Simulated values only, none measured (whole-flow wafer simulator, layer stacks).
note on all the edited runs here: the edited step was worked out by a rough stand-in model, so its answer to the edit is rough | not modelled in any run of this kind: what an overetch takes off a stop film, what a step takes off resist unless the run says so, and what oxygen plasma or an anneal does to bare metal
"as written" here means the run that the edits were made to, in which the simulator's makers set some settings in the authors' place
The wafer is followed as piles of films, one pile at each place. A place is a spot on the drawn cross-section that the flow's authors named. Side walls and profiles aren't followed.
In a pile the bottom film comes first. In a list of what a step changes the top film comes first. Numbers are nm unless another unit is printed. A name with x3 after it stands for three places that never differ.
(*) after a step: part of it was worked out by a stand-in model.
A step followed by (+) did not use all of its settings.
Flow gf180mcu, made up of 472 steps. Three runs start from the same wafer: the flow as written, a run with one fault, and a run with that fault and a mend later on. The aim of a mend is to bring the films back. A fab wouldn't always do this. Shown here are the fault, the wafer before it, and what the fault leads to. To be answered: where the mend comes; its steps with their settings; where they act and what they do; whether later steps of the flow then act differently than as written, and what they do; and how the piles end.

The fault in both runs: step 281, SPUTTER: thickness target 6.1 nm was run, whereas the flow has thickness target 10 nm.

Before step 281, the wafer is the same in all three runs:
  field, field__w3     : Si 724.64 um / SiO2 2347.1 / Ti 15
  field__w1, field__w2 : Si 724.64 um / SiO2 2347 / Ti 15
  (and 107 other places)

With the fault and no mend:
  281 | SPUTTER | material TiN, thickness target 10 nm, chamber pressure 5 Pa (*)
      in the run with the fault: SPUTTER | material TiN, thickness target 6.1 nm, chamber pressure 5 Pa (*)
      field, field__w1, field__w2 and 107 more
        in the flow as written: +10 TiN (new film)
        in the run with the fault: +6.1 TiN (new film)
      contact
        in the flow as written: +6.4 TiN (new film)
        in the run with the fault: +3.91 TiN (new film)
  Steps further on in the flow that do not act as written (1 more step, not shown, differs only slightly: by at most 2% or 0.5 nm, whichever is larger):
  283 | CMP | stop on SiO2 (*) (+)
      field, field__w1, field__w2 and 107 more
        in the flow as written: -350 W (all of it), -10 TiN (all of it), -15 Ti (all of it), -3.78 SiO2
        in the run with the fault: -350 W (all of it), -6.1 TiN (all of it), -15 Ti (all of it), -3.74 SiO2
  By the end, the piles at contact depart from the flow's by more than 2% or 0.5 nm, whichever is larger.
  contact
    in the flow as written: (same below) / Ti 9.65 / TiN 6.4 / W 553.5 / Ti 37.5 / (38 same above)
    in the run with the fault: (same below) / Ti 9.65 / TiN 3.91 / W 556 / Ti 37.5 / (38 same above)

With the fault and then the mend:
  The mend stands after step 281.
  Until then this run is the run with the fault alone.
  281a | SPUTTER | material TiN, thickness target 3.9 nm, chamber pressure 5 Pa (*) (the flow's step 281 again, with other settings)
      field, field__w1, field__w2 and 107 more
        +3.9 TiN
      contact
        +2.49 TiN
  Later steps of the flow that are run all act as written at every place that is followed.
  By the end, the piles equal the flow's at every place that both follow.
